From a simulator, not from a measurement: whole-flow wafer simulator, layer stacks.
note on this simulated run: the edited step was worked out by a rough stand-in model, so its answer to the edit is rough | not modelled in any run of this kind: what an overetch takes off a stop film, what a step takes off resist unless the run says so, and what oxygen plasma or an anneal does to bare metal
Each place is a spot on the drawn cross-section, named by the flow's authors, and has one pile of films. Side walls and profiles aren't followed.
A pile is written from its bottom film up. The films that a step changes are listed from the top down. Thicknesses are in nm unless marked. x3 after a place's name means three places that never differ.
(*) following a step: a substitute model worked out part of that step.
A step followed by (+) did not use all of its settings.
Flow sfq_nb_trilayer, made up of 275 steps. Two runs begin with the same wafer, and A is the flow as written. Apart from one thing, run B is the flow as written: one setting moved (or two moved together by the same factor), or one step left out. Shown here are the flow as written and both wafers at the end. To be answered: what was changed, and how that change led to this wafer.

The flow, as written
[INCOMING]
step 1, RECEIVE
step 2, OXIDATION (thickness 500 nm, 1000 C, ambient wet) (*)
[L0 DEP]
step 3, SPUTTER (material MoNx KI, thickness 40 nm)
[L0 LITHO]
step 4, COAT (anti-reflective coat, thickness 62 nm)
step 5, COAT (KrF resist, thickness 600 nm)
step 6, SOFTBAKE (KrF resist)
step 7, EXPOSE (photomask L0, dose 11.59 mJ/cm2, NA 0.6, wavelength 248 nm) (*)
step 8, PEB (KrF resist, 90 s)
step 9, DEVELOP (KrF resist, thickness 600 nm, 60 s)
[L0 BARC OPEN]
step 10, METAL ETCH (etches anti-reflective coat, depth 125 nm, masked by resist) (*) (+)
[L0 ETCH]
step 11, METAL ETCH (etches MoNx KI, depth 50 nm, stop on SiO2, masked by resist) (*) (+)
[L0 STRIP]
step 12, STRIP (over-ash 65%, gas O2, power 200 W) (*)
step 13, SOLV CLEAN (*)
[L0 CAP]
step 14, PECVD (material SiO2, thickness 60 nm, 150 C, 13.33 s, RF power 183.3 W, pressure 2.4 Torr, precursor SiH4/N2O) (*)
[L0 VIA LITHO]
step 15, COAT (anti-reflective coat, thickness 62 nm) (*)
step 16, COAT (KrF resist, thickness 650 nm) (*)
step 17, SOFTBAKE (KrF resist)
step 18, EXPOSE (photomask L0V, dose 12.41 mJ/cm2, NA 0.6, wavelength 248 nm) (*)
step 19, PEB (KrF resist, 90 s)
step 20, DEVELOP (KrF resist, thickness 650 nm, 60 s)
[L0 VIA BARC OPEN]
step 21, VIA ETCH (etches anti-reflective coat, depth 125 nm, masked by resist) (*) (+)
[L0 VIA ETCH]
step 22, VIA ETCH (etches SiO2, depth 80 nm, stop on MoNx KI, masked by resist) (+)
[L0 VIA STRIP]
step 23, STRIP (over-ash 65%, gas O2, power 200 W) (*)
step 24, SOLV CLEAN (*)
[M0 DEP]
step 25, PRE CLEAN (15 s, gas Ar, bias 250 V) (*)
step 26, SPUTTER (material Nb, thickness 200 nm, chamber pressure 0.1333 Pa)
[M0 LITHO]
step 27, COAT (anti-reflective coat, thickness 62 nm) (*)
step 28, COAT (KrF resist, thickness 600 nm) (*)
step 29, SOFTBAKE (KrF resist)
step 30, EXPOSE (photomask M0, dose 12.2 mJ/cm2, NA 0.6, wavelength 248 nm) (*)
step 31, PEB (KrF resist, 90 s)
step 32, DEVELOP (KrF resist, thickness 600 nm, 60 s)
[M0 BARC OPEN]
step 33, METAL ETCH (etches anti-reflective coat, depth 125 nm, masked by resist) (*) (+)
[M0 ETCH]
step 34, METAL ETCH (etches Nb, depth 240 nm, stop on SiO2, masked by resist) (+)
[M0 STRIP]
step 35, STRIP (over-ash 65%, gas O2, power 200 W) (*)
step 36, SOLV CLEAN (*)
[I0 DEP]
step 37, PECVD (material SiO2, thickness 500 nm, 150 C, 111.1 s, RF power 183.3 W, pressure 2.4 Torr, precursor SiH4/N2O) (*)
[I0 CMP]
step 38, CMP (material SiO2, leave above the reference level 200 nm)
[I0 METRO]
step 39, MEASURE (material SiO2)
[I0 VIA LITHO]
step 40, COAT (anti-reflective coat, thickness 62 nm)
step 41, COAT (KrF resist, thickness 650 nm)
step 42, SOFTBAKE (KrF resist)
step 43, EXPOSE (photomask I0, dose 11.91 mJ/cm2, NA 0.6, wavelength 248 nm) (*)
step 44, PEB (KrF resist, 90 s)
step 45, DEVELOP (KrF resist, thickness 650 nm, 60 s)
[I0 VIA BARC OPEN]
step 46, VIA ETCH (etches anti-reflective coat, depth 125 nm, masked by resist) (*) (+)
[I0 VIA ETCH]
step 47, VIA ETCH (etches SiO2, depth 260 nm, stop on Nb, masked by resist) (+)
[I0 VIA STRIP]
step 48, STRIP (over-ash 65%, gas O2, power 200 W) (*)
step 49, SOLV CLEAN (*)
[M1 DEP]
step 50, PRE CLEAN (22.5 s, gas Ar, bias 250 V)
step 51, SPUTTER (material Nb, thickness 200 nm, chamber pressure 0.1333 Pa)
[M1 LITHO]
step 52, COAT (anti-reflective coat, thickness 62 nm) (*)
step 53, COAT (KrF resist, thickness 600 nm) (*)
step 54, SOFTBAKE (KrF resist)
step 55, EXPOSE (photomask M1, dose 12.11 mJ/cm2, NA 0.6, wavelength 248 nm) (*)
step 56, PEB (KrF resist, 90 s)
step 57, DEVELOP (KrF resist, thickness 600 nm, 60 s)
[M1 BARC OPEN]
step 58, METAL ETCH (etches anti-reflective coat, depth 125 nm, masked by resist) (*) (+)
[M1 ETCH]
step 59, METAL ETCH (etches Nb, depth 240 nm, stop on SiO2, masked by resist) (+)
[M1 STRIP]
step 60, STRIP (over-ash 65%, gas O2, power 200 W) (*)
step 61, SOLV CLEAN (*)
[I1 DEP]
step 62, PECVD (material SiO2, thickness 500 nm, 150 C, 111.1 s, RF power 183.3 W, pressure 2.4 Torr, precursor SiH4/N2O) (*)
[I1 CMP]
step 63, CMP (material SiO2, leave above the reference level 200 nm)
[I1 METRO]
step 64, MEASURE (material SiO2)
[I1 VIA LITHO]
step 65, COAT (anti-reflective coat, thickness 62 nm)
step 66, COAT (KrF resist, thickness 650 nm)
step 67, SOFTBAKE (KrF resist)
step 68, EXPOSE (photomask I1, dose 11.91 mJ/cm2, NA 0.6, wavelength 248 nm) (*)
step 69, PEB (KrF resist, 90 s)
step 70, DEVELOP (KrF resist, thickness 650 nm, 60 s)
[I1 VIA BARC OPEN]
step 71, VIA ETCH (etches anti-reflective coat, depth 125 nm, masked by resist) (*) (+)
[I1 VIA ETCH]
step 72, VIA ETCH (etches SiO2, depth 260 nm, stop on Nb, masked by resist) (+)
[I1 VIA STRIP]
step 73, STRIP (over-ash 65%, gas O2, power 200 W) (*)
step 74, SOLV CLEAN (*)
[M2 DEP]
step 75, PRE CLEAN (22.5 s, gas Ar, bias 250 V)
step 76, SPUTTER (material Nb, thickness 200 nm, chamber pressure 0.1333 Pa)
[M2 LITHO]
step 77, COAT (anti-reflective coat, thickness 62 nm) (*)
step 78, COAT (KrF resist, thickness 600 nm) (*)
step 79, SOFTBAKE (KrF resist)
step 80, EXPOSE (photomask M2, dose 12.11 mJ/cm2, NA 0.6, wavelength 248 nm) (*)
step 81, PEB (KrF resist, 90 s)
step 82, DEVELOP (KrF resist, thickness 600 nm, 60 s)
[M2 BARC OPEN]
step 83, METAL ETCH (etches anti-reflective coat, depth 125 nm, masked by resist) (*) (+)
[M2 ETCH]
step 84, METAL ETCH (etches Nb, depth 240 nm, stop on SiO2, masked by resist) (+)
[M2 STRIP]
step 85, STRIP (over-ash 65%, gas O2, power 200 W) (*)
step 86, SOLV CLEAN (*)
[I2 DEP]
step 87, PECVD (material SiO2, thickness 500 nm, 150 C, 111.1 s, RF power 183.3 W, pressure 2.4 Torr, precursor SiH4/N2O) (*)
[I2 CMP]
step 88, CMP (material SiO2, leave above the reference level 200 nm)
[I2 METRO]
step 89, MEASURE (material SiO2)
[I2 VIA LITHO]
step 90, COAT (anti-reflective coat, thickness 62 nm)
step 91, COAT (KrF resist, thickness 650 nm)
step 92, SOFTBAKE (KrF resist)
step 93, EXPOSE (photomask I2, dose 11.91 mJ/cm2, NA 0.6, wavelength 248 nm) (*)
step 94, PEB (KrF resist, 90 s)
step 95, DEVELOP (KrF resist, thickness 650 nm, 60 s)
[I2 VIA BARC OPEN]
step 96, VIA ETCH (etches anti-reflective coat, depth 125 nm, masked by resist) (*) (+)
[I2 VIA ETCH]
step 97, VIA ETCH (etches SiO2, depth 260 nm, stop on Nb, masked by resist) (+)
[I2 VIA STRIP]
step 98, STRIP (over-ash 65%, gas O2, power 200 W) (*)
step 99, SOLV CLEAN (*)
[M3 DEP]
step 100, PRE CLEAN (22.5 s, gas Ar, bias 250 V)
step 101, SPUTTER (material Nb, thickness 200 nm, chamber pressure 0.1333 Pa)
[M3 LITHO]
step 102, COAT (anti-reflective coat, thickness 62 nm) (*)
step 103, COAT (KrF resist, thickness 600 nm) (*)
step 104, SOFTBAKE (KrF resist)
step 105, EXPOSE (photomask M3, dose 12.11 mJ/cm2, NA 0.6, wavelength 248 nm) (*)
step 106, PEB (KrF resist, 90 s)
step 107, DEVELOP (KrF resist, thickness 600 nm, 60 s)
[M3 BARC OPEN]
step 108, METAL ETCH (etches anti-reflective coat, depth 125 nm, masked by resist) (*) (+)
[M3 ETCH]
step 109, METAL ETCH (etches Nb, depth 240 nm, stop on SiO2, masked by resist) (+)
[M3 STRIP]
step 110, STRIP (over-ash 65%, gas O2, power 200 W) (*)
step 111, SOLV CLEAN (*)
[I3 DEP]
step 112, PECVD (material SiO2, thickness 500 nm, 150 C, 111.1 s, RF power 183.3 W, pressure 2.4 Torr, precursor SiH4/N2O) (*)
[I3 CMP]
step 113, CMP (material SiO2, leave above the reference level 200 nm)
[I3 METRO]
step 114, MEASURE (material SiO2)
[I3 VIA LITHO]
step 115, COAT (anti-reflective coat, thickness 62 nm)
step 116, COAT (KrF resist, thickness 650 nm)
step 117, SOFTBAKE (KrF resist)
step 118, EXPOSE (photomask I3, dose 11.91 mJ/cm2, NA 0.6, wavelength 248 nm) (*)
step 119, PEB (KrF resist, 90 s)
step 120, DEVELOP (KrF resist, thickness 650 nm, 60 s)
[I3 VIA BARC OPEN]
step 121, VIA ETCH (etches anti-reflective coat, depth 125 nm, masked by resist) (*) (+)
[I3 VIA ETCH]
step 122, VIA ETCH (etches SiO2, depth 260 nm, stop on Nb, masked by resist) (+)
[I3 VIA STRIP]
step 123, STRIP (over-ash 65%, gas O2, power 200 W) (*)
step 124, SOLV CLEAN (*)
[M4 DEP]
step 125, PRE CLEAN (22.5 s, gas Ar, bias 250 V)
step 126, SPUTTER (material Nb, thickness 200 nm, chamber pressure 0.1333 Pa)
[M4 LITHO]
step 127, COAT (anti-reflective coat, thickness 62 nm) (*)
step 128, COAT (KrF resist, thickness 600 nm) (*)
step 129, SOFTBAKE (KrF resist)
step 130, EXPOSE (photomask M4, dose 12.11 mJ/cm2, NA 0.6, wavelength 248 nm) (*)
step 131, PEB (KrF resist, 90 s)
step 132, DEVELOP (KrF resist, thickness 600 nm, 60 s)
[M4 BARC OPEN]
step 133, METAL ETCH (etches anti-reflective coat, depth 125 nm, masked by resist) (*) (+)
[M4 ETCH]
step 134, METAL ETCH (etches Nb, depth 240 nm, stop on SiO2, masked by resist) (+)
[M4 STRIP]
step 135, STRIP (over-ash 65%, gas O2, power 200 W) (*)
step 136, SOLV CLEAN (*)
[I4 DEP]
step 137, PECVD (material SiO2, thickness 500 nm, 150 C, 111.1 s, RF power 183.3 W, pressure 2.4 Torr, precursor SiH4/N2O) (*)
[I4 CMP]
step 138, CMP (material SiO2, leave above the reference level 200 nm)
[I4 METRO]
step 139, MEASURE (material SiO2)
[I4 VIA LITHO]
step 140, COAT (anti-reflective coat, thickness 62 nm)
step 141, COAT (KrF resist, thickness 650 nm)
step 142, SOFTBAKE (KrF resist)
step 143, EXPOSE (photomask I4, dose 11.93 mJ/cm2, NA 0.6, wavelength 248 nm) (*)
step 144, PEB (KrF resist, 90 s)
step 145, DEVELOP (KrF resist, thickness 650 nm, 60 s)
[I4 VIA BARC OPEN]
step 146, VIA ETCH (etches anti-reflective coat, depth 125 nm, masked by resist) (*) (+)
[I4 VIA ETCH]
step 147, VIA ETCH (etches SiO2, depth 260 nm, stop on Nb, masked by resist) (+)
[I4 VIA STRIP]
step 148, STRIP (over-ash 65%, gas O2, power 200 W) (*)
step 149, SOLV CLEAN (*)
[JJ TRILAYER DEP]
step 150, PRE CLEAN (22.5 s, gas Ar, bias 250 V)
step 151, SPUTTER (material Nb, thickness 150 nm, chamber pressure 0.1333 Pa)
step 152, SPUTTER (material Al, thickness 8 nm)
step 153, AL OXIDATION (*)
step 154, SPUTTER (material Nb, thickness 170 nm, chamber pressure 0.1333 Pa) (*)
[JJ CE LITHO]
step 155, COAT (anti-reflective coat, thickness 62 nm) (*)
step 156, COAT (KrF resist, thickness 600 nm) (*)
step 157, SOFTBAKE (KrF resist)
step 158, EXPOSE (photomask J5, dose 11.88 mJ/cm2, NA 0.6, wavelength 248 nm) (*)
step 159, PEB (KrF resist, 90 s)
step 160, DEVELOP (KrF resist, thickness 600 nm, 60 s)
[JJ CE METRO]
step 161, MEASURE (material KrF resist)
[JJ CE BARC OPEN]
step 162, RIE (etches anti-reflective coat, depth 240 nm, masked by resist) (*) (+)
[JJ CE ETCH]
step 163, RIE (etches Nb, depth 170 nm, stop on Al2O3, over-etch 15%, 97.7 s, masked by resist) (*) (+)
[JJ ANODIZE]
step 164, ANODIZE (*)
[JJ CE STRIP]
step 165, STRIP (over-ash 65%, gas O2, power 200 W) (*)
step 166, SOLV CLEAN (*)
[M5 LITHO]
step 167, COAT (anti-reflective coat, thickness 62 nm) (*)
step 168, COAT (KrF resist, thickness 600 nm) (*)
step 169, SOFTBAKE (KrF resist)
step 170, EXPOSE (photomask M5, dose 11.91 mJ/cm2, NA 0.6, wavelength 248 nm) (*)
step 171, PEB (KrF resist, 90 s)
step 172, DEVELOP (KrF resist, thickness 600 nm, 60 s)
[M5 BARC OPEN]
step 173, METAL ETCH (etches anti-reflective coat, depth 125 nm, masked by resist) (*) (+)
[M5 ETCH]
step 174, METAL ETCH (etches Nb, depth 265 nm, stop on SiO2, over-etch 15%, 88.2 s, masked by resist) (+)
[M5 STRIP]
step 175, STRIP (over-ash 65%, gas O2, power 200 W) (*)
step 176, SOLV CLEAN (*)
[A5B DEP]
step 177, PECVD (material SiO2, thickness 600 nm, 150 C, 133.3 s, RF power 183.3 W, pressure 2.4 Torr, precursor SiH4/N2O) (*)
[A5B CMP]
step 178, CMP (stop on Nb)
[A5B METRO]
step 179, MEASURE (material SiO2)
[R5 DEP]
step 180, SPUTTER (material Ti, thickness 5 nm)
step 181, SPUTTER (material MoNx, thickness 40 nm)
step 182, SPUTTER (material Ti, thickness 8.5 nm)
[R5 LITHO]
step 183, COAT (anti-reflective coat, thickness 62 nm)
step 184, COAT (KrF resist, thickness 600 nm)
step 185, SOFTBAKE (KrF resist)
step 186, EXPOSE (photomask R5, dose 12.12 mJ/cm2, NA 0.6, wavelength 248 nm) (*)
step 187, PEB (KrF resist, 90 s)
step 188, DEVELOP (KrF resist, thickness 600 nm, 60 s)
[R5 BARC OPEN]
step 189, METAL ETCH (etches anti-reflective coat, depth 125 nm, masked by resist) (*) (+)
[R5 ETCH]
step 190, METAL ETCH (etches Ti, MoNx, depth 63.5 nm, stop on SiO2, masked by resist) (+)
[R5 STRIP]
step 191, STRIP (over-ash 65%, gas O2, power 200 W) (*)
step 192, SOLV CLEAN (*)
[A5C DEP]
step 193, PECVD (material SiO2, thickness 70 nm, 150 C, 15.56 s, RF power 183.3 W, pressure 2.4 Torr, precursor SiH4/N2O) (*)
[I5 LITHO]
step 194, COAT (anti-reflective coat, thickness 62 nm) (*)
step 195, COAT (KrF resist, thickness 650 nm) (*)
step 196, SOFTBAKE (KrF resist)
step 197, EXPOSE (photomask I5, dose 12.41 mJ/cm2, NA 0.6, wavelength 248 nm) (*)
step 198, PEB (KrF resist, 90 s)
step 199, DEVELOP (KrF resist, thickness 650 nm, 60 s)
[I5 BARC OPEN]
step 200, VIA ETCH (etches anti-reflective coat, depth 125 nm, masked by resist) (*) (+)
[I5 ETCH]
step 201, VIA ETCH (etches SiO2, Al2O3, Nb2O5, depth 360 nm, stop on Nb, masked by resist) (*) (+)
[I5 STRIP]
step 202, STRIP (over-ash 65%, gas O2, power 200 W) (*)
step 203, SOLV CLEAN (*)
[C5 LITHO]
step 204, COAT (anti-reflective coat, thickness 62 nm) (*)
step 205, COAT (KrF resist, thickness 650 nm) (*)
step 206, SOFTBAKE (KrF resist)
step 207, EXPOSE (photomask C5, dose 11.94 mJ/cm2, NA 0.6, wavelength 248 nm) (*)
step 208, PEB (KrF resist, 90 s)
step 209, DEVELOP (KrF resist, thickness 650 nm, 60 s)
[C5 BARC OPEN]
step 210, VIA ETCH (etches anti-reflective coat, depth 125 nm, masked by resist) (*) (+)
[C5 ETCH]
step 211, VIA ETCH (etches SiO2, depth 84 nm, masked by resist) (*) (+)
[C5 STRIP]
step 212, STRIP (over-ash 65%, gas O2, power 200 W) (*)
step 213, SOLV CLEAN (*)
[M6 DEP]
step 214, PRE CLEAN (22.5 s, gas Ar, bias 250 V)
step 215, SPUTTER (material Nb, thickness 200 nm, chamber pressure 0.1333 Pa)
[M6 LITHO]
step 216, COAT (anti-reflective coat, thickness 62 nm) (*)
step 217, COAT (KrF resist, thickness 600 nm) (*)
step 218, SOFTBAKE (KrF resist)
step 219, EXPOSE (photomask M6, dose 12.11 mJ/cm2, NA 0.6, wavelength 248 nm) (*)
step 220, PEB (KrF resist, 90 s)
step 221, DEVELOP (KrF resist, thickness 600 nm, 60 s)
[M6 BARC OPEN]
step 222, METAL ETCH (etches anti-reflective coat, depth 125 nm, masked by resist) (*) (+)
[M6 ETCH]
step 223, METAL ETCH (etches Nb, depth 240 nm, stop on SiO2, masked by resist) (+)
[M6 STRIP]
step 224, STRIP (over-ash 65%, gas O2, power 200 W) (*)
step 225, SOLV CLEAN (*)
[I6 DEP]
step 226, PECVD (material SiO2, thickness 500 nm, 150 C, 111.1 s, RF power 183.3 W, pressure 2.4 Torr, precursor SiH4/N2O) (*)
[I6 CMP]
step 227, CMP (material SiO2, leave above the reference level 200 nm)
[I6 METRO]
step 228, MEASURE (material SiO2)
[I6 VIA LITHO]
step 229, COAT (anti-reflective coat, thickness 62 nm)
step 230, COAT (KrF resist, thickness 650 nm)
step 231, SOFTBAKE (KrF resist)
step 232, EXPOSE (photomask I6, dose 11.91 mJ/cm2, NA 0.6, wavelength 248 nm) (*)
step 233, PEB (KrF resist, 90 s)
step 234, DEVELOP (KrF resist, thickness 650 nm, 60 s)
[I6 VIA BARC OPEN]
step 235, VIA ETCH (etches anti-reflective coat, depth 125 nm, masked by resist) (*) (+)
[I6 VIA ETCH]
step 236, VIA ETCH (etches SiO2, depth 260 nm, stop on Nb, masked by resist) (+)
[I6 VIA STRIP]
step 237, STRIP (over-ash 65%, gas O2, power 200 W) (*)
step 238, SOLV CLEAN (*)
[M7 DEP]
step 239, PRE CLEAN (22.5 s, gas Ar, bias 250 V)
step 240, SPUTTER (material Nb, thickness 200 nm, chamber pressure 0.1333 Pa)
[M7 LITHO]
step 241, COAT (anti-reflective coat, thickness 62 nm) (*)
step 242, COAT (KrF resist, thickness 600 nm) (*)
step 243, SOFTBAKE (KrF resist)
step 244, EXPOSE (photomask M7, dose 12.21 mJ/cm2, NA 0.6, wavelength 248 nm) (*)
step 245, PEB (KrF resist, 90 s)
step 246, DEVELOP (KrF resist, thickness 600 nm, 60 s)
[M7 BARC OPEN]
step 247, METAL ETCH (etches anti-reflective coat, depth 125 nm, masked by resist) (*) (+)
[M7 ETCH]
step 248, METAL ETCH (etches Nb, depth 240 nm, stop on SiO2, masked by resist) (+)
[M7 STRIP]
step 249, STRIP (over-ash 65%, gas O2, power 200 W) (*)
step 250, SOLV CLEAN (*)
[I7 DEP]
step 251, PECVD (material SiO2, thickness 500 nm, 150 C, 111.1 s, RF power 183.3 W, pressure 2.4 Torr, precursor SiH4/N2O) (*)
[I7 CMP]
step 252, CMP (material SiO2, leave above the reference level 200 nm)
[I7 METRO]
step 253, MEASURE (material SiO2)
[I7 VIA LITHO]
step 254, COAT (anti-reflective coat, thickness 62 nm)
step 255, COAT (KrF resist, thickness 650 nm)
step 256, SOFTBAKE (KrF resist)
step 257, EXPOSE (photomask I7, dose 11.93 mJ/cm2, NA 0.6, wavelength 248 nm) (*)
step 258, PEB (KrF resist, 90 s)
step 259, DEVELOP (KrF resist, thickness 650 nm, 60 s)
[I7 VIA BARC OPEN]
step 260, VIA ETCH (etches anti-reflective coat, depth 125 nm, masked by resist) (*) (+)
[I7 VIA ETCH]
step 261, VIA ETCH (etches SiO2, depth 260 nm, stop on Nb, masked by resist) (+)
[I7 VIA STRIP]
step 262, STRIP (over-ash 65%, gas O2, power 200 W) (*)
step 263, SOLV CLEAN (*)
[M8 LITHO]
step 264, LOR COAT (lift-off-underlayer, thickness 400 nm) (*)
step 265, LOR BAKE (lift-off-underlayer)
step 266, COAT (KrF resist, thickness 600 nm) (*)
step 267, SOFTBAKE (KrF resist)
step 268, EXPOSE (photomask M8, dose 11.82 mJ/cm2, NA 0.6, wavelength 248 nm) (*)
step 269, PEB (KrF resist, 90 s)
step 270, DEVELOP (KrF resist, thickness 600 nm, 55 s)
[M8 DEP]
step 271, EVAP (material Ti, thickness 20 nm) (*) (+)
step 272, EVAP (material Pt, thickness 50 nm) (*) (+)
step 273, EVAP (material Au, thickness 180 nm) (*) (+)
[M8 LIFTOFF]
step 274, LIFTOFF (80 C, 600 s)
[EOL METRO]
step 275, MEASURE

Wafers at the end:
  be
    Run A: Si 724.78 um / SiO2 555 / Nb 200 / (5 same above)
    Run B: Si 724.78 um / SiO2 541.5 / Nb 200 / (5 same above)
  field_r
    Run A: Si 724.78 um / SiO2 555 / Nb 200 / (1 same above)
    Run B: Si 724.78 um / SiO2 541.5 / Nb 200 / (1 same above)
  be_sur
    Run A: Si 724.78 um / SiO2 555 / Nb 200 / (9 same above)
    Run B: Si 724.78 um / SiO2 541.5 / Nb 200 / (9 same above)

The reason: step 14, PECVD: thickness 46.5 nm was run, whereas the flow has thickness 60 nm; step 14, PECVD: 10.33 s was run, where the flow has 13.33 s.

How this came from the change, step by step:
  step 14, PECVD (material SiO2, thickness 60 nm, 150 C, 13.33 s, RF power 183.3 W, pressure 2.4 Torr, precursor SiH4/N2O) (*)
      v_sur, via_wl, via_w and 97 more: A +60 SiO2 | B +46.5 SiO2
      field_l, l0_sur, l0v, l0r_line_l, l0r_line_c, l0r_line_r: A +60 SiO2 (new film) | B +46.5 SiO2 (new film)
  step 22, VIA ETCH (etches SiO2, depth 80 nm, stop on MoNx KI, masked by resist) (+)
      field_l, v_sur, via_wl and 102 more: A -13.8 KrF resist | B -12 KrF resist
      l0v: A -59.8 SiO2 (all of it) | B -46.3 SiO2 (all of it)
  step 27, COAT (anti-reflective coat, thickness 62 nm) (*)
      l0_sur: A +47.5 anti-reflective coat (new film) | B +49 anti-reflective coat (new film)
      l0v: A +78 anti-reflective coat (new film) | B +73.9 anti-reflective coat (new film)
  step 35, STRIP (over-ash 65%, gas O2, power 200 W) (*)
      l0_sur: A -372 KrF resist (all of it), -47.5 anti-reflective coat (all of it) | B -372.8 KrF resist (all of it), -49 anti-reflective coat (all of it)
      l0v: A -405.3 KrF resist (all of it), -78 anti-reflective coat (all of it) | B -396.8 KrF resist (all of it), -73.9 anti-reflective coat (all of it)
  step 38, CMP (material SiO2, leave above the reference level 200 nm)
      l0v: A -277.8 SiO2 | B -293.5 SiO2
